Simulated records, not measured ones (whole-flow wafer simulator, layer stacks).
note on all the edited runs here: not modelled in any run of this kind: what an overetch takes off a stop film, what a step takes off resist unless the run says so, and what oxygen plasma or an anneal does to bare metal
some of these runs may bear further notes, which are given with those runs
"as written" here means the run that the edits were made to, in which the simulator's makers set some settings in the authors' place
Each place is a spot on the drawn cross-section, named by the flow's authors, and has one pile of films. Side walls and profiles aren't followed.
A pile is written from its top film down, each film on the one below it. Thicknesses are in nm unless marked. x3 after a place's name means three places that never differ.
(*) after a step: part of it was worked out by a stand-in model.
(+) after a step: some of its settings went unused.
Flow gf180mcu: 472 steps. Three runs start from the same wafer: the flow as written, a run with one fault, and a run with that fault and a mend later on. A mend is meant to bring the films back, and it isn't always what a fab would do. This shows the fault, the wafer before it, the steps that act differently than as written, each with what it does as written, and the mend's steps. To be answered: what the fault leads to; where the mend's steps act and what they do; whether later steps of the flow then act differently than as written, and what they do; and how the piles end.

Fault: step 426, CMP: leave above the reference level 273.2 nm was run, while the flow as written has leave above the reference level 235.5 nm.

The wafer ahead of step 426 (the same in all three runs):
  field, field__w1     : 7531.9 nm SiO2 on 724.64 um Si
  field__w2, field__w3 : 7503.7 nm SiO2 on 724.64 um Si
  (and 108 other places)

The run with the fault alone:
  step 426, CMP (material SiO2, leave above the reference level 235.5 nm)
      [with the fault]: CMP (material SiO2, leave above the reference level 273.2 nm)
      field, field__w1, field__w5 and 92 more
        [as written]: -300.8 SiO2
        [with the fault]: -263.1 SiO2
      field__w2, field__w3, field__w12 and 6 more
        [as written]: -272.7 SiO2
        [with the fault]: -235 SiO2
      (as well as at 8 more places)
  Steps further on in the flow that do not act as written (2 more steps, not shown, differ only slightly: by at most 2% or 0.5 nm, whichever is larger):
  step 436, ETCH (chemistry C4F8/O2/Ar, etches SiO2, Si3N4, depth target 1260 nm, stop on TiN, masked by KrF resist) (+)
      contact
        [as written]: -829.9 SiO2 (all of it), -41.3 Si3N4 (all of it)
        [with the fault]: -867.6 SiO2 (all of it), -41.3 Si3N4 (all of it)
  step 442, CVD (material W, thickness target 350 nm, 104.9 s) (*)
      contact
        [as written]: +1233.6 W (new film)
        [with the fault]: +1271.6 W (new film)
  The piles end different from the flow's at field__w4, field__w8, contact, m1, m1__w1, mim, mim_1p0, m1_nw by more than 2% or 0.5 nm, whichever is larger.
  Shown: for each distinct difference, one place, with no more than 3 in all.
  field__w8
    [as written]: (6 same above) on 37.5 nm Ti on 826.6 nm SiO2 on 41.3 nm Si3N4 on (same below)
    [with the fault]: (6 same above) on 37.5 nm Ti on 864.3 nm SiO2 on 41.3 nm Si3N4 on (same below)
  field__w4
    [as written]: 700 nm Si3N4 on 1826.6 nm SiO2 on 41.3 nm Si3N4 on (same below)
    [with the fault]: 700 nm Si3N4 on 1864.3 nm SiO2 on 41.3 nm Si3N4 on (same below)
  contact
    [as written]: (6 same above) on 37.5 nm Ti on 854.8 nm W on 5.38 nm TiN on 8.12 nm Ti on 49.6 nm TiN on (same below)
    [with the fault]: (6 same above) on 37.5 nm Ti on 892.8 nm W on 5.26 nm TiN on 7.95 nm Ti on 49.6 nm TiN on (same below)

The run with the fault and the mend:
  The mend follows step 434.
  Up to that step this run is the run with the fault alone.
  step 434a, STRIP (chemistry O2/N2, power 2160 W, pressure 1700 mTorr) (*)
      field, field__w1, field__w2 and 108 more
        -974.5 KrF resist (all of it), -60 anti-reflective coat (all of it)
      contact
        -60 anti-reflective coat (all of it)
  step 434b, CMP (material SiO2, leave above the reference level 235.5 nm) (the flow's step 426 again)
      field, field__w1, field__w2 and 109 more
        -37.7 SiO2
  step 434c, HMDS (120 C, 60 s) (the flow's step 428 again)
      does not change any film at any place that is followed
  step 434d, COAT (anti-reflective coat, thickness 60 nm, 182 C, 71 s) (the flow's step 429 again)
      field, field__w1, field__w2 and 109 more
        +60 anti-reflective coat (new film)
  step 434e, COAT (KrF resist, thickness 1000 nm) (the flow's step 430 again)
      field, field__w1, field__w2 and 109 more
        +1000 KrF resist (new film)
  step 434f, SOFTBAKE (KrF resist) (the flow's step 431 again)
      does not change any film at any place that is followed
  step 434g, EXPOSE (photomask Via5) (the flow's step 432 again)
      does not change any film at any place that is followed
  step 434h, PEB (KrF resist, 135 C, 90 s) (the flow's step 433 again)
      field, field__w1, field__w2 and 109 more
        -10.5 KrF resist
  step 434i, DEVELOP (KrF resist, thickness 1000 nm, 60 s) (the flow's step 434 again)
      field, field__w1, field__w2 and 108 more
        -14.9 KrF resist
      contact
        -989.5 KrF resist (all of it)
  None of the later steps of the flow acts differently than as written at any place that is followed.
  The piles end the same as the flow's at every place that both follow.
